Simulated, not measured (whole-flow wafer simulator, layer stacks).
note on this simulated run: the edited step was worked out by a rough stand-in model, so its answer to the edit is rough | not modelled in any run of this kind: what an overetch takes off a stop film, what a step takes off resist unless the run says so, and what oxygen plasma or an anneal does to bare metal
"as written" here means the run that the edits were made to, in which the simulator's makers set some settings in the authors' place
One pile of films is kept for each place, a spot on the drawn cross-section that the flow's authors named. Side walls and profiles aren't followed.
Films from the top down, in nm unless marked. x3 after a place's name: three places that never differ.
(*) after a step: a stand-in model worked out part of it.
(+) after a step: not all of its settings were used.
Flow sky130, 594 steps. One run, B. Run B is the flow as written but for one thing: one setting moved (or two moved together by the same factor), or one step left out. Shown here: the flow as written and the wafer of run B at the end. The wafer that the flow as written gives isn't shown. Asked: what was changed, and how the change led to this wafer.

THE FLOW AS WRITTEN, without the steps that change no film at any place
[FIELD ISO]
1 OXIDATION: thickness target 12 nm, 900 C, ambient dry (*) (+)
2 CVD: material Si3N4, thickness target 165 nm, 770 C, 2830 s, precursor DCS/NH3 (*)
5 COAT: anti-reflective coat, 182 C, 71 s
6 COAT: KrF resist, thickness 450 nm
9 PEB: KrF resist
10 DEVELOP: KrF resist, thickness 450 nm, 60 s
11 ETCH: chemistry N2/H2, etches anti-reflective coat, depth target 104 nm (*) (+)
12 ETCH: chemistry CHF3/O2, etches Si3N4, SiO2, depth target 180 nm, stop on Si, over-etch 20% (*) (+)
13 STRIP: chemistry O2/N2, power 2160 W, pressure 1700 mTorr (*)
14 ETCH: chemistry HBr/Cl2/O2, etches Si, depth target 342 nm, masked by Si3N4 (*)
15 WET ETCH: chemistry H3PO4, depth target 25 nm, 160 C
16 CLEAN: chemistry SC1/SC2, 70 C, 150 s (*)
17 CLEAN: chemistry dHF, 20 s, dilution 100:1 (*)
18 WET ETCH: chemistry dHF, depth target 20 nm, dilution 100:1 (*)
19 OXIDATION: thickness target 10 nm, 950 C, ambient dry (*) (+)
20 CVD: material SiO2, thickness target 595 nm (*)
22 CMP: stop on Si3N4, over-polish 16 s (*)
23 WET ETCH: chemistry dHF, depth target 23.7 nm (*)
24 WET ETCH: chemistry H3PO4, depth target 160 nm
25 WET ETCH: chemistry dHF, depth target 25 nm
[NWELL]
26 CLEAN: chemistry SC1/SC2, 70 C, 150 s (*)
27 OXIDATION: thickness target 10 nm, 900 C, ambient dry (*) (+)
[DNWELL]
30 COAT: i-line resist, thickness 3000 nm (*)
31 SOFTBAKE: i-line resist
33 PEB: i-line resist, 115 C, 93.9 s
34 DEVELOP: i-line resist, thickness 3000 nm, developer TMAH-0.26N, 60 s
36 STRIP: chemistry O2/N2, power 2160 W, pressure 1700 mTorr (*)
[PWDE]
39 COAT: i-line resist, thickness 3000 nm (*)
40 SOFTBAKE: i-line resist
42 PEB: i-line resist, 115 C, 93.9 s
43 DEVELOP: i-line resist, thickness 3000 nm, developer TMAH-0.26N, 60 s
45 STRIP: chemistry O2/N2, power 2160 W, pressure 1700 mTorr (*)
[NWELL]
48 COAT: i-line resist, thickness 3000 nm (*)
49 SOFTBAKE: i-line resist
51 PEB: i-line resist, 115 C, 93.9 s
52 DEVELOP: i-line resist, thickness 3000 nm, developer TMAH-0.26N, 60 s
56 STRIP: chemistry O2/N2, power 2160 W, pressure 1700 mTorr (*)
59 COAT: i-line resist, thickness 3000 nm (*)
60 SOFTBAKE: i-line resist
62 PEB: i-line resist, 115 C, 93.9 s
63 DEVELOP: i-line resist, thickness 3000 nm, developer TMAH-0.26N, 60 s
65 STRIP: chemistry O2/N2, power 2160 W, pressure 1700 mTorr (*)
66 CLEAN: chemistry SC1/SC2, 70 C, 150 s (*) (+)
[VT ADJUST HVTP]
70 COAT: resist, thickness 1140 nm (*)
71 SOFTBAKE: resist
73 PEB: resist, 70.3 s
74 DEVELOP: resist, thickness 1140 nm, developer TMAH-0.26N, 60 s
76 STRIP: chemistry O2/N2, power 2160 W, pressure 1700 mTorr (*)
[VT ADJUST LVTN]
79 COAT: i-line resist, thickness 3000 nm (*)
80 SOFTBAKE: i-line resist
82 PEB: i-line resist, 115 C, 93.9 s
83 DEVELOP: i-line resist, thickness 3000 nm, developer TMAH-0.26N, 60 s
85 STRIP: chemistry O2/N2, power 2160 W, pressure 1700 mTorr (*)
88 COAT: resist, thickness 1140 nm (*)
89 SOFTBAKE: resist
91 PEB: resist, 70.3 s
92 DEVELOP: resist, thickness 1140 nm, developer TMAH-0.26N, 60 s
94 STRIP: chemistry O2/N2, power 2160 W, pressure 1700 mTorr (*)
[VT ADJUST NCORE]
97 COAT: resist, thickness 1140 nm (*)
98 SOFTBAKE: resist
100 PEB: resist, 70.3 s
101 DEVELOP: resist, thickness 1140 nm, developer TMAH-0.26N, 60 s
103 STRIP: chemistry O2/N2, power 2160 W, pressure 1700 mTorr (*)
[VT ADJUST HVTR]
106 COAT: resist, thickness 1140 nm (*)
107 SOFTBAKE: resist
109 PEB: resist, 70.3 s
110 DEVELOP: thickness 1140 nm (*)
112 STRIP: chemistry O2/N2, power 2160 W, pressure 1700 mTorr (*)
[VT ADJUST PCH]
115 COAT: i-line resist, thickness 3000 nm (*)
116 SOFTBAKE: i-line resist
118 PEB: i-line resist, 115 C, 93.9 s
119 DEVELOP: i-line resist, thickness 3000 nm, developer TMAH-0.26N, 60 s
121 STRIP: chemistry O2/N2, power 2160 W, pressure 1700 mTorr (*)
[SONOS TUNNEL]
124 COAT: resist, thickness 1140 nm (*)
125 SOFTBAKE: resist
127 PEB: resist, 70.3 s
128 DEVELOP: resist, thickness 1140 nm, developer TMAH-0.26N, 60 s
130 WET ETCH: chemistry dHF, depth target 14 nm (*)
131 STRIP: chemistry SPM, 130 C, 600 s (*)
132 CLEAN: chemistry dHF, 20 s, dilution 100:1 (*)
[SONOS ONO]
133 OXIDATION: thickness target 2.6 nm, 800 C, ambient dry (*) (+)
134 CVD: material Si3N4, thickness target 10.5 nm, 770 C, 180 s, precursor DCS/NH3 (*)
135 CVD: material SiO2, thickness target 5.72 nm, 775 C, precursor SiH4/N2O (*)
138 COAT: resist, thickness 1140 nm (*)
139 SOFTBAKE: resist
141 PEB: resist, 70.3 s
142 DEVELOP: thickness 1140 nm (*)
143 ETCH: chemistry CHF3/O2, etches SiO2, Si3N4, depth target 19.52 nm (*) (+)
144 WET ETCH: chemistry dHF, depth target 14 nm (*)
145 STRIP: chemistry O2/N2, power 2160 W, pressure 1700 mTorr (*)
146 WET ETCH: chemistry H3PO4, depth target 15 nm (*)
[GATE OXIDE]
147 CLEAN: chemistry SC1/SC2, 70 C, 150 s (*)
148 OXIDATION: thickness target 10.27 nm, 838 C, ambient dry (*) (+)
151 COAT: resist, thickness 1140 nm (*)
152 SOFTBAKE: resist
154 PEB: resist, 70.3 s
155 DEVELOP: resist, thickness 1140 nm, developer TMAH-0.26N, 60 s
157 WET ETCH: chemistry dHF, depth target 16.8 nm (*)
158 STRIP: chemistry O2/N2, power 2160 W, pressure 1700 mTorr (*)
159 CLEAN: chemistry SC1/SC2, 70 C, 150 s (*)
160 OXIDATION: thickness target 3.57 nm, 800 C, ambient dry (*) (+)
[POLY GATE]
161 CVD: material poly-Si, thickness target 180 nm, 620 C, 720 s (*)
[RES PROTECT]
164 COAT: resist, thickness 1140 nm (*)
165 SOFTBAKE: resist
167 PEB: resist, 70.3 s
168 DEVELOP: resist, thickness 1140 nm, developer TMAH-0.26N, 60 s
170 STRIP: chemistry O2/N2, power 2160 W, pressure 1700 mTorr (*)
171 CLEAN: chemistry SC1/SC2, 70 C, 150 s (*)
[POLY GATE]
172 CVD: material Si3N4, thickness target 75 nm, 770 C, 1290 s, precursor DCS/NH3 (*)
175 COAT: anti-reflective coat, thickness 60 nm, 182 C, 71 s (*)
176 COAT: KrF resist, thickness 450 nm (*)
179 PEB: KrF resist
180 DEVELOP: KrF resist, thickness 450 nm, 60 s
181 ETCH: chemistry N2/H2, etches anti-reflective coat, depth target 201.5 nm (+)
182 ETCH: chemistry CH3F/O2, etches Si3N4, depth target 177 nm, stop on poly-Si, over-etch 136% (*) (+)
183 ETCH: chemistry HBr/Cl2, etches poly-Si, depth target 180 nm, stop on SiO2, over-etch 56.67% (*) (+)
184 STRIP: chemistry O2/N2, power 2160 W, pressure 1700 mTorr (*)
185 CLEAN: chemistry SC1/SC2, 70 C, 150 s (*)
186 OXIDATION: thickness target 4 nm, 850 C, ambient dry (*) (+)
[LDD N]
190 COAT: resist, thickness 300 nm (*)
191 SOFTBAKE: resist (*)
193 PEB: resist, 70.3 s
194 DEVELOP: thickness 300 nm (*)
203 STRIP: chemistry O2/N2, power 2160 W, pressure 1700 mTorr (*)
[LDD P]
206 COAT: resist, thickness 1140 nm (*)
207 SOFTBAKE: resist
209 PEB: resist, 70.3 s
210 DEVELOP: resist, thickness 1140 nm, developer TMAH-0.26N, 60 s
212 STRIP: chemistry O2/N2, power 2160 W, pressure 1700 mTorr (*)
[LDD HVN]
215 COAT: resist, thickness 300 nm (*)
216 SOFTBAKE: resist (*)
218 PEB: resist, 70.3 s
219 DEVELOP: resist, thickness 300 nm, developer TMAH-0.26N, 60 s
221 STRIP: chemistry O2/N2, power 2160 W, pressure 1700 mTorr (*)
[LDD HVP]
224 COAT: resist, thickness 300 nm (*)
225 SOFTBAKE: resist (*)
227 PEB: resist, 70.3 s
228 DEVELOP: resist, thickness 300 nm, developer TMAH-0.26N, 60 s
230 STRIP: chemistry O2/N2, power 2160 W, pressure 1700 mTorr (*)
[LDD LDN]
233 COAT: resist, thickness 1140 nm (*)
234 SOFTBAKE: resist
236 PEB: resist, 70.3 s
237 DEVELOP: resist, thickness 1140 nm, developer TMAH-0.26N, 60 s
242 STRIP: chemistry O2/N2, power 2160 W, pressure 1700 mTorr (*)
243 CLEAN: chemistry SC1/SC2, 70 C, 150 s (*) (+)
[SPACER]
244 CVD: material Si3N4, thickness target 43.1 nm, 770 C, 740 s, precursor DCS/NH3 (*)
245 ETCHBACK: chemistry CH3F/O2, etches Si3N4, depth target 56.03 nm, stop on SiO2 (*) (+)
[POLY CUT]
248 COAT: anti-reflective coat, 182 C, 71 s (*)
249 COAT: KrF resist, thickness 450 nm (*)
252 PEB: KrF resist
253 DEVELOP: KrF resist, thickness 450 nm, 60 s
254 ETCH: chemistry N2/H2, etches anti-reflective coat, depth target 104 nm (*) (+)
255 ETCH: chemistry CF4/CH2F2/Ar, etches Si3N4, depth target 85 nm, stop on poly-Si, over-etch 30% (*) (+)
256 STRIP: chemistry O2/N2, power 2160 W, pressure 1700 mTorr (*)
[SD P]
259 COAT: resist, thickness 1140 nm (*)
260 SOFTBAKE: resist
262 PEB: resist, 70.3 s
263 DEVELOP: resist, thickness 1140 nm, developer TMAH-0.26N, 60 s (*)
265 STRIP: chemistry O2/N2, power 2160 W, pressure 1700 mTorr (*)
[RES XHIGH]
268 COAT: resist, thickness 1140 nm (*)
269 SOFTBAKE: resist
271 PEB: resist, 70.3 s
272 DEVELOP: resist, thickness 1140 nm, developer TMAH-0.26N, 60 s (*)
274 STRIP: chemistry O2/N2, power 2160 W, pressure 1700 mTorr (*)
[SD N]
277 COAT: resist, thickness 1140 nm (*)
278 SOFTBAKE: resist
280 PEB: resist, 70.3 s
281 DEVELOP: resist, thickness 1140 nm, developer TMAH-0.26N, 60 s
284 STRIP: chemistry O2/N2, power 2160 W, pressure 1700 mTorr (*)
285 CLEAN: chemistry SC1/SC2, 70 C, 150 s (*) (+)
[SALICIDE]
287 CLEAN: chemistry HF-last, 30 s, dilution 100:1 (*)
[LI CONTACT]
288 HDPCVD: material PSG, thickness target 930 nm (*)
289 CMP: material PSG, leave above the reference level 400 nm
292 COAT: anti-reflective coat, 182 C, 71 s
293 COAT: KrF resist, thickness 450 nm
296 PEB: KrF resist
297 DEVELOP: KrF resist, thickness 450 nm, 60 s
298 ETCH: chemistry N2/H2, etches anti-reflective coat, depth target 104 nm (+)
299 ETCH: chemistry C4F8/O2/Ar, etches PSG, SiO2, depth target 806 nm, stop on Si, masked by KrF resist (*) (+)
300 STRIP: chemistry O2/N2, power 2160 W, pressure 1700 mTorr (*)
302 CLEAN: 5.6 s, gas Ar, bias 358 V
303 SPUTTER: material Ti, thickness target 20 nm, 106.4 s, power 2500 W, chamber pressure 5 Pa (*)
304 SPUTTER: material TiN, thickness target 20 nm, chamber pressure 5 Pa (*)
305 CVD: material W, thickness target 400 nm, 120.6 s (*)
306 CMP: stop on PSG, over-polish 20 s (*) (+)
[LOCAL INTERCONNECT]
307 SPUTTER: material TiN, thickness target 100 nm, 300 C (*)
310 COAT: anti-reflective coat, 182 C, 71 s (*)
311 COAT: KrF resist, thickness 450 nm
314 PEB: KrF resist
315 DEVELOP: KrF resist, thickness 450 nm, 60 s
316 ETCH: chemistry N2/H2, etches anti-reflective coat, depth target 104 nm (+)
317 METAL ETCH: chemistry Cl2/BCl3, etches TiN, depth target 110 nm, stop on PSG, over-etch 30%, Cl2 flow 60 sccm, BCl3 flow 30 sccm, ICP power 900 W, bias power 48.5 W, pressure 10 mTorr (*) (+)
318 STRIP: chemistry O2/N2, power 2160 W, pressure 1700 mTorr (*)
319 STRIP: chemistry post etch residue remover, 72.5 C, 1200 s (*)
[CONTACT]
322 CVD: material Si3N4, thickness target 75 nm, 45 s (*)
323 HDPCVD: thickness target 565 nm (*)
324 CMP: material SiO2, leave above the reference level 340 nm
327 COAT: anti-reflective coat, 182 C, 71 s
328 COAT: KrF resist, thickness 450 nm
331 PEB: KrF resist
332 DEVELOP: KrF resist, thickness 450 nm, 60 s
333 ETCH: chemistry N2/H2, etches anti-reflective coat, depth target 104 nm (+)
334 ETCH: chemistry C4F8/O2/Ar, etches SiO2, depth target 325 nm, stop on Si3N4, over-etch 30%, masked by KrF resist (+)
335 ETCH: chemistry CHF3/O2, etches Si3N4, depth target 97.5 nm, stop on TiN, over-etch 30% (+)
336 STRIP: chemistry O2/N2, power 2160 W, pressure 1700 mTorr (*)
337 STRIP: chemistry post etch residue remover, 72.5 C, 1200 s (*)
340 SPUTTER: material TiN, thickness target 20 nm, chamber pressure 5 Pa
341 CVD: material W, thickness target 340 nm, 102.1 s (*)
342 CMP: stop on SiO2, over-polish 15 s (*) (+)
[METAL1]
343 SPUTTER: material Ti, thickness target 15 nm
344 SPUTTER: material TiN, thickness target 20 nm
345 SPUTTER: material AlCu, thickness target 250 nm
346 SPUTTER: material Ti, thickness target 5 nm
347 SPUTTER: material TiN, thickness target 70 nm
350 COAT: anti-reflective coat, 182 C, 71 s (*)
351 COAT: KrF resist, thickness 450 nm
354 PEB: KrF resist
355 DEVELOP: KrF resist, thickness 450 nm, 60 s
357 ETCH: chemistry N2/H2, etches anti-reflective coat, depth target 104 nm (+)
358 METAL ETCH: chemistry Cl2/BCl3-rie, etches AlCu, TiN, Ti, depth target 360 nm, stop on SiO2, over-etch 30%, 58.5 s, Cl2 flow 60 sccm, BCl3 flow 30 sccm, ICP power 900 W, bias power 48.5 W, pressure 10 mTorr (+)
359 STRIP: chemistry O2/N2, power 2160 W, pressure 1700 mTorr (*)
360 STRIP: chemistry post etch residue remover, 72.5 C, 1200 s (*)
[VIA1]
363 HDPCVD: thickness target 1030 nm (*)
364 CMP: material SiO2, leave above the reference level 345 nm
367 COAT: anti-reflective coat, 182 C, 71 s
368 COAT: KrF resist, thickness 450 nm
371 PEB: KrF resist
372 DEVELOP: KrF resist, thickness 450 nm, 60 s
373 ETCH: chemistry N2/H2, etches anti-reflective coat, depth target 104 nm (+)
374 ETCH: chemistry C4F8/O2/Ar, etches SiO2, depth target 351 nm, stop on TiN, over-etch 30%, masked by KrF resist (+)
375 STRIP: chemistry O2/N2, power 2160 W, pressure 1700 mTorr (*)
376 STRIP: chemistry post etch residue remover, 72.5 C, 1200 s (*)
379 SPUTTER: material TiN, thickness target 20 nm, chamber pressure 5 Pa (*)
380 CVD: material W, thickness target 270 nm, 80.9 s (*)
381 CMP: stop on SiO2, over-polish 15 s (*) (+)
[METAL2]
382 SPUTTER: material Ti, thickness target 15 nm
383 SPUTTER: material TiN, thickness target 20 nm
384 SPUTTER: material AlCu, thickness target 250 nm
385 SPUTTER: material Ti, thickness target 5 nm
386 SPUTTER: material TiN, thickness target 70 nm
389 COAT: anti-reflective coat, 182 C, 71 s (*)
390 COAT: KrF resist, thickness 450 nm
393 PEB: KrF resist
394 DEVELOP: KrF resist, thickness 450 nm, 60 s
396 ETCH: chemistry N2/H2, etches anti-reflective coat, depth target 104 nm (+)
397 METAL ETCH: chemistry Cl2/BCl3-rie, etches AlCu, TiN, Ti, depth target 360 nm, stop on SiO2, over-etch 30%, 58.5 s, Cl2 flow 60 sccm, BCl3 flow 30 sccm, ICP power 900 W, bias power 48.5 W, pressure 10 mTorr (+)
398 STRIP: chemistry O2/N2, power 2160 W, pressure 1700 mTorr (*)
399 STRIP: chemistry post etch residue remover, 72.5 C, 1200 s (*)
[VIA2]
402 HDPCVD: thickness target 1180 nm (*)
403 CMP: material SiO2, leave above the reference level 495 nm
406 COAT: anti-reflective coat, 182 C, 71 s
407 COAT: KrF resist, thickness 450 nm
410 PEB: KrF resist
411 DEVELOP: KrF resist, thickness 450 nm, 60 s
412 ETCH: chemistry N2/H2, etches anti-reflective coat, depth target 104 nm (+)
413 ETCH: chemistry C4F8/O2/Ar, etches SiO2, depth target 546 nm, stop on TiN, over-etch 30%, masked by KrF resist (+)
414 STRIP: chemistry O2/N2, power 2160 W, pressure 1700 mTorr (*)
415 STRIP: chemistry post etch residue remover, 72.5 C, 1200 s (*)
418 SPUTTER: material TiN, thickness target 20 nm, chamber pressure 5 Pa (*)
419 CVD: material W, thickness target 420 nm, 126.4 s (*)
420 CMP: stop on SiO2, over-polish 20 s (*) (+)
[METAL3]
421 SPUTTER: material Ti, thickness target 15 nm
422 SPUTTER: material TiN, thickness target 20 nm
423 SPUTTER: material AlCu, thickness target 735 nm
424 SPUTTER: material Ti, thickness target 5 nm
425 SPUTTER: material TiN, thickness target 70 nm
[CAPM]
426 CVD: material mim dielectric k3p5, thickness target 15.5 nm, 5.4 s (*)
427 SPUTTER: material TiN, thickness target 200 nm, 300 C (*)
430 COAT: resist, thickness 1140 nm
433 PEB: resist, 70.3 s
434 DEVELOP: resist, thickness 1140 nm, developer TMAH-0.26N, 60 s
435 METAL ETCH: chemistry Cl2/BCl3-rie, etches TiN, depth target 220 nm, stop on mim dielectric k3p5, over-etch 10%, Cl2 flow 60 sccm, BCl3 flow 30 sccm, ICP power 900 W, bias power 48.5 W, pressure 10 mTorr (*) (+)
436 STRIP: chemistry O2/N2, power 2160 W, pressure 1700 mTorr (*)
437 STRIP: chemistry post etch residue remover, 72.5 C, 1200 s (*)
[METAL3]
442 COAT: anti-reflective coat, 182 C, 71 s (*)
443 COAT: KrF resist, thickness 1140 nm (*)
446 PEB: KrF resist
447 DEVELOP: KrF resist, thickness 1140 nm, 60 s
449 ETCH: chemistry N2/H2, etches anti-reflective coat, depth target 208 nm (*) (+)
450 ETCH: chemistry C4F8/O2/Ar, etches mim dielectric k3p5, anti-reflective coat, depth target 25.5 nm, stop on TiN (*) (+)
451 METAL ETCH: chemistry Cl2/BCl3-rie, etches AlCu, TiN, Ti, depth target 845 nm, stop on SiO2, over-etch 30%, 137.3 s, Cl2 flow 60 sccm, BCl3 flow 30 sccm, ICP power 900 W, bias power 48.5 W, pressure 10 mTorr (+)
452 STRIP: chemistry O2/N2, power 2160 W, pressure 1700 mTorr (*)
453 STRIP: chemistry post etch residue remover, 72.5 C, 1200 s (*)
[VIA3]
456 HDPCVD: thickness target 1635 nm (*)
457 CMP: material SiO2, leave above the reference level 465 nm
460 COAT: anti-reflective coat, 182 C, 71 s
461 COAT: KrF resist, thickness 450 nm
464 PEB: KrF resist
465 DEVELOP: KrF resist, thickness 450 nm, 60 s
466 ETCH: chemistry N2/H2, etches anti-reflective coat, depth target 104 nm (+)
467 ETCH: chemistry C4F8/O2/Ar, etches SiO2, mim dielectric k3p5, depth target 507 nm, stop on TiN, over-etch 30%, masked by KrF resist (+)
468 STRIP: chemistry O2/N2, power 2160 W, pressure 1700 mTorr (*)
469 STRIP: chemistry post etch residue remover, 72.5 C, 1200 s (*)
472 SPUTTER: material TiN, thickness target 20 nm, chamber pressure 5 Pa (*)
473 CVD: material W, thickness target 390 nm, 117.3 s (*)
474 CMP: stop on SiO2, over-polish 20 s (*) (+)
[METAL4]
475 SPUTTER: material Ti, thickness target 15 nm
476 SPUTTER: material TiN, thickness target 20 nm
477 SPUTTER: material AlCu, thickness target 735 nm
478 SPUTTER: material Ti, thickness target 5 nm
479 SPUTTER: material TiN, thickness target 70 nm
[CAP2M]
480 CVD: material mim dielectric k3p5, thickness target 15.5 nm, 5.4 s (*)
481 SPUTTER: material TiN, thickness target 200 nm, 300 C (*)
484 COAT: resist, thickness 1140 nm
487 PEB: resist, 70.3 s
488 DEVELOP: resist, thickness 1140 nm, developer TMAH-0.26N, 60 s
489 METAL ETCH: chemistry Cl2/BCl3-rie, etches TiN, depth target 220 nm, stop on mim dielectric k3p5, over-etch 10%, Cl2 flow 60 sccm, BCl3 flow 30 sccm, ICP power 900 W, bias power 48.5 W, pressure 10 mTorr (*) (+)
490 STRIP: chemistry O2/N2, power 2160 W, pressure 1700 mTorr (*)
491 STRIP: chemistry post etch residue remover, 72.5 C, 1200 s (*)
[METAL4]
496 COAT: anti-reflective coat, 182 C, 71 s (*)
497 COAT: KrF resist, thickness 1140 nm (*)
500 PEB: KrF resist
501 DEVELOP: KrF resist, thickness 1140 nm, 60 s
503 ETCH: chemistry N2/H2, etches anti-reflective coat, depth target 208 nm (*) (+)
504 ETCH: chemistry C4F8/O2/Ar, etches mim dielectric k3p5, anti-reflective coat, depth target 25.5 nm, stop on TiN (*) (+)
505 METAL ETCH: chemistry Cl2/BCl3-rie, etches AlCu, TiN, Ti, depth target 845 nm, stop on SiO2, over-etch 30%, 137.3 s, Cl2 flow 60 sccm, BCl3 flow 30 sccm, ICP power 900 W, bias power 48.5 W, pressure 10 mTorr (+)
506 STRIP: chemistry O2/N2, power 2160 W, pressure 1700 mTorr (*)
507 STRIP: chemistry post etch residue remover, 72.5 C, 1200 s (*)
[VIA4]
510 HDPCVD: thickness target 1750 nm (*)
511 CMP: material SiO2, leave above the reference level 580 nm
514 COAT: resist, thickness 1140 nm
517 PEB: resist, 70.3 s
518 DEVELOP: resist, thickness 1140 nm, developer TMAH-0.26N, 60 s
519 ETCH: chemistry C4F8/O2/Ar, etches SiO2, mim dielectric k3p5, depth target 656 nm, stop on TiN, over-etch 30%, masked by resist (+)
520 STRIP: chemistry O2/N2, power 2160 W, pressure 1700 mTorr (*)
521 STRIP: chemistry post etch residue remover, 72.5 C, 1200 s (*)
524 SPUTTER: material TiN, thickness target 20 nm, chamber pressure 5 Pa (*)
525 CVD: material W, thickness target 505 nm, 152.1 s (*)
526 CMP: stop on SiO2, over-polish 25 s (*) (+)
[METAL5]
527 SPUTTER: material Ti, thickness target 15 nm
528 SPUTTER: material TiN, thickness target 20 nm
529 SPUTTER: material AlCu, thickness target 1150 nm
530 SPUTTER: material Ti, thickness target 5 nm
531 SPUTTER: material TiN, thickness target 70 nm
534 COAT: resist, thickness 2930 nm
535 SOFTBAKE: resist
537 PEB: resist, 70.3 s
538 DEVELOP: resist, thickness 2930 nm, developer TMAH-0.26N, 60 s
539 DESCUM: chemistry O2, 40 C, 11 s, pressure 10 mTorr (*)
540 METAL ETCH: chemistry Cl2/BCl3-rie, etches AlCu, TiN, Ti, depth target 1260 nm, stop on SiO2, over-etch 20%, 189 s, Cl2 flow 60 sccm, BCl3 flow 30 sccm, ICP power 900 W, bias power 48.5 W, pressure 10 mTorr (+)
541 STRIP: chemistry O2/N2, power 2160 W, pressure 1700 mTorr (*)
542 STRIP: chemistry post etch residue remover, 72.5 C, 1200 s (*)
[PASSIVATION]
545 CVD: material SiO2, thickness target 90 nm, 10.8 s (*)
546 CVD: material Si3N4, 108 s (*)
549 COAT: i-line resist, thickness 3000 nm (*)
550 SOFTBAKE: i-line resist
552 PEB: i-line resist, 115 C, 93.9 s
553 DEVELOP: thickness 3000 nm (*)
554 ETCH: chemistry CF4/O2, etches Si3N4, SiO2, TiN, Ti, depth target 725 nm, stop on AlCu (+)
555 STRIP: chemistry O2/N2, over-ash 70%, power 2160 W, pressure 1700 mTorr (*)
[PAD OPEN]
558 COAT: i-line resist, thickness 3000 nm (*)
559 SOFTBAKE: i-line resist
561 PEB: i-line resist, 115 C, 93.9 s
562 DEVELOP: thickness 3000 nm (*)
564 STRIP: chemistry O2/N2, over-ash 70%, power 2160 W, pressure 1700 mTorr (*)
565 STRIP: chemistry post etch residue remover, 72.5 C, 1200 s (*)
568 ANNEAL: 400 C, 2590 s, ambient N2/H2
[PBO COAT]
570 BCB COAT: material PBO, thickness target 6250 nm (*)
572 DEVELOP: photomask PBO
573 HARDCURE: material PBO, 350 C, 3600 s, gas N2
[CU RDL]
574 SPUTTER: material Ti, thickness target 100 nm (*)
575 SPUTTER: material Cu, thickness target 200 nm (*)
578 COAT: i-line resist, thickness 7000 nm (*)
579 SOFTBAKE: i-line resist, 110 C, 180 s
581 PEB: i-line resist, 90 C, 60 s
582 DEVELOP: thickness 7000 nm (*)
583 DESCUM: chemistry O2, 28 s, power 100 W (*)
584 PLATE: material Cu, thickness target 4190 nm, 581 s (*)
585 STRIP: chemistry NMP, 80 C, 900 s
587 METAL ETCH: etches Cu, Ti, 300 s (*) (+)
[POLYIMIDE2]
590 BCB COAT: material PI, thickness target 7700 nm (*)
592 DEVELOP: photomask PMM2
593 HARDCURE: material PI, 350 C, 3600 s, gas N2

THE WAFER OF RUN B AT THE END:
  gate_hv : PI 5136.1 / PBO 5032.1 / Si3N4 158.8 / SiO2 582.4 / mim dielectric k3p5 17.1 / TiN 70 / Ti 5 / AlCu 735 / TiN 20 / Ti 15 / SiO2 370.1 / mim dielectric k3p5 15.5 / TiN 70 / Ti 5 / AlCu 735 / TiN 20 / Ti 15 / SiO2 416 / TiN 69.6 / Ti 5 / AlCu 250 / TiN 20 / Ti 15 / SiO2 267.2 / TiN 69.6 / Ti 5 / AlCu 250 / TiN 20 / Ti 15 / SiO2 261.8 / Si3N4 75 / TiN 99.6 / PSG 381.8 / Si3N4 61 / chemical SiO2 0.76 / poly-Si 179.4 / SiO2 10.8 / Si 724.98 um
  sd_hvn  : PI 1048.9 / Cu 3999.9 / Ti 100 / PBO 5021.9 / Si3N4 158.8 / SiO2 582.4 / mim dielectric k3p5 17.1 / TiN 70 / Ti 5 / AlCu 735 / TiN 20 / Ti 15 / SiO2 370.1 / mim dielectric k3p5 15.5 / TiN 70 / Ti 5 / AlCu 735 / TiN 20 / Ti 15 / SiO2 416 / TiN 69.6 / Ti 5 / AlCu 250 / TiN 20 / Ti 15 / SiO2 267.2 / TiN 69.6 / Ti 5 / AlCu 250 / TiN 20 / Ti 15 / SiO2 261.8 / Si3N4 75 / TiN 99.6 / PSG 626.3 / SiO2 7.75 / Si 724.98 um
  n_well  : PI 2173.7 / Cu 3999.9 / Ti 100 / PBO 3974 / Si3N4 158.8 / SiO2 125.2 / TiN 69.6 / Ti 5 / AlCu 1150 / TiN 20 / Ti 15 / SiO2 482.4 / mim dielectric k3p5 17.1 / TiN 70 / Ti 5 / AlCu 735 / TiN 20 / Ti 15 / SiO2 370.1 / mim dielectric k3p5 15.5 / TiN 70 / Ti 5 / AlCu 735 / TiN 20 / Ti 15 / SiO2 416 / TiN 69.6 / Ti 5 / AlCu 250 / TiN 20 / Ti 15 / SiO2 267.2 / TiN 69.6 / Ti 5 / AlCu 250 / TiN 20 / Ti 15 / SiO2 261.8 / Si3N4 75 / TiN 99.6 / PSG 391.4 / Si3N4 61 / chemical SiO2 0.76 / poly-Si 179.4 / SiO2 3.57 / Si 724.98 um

The cause: step 480, CVD: thickness target 17.1 nm was run, where the flow has thickness target 15.5 nm; step 480, CVD: 5.94 s was run, where the flow has 5.4 s.
It can be read off the wafer: gate_hv has mim dielectric k3p5 17.1, and step 480 as written asks for 15.5 nm.

How the change led to this, step by step:
  480 CVD: material mim dielectric k3p5, thickness target 15.5 nm, 5.4 s (*)
      field, active, n_well and 189 more: mim dielectric k3p5 +17.1 (new film) (as written it would be: mim dielectric k3p5 +15.5 (new film))
  504 ETCH: chemistry C4F8/O2/Ar, etches mim dielectric k3p5, anti-reflective coat, depth target 25.5 nm, stop on TiN (*) (+)
      n_well, p_well, gate_hv and 102 more: KrF resist -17 (as written it would be: KrF resist -15.5)
      field, active, gate and 85 more: mim dielectric k3p5 -17.1 (all of it) (as written it would be: mim dielectric k3p5 -15.5 (all of it))
  519 ETCH: chemistry C4F8/O2/Ar, etches SiO2, mim dielectric k3p5, depth target 656 nm, stop on TiN, over-etch 30%, masked by resist (+)
      m1: SiO2 -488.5 (all of it), mim dielectric k3p5 -17.1 (all of it) (as written it would be: SiO2 -490.1 (all of it), mim dielectric k3p5 -15.5 (all of it))
      via4_hole: SiO2 -487.9 (all of it), mim dielectric k3p5 -17.1 (all of it) (as written it would be: SiO2 -489.5 (all of it), mim dielectric k3p5 -15.5 (all of it))
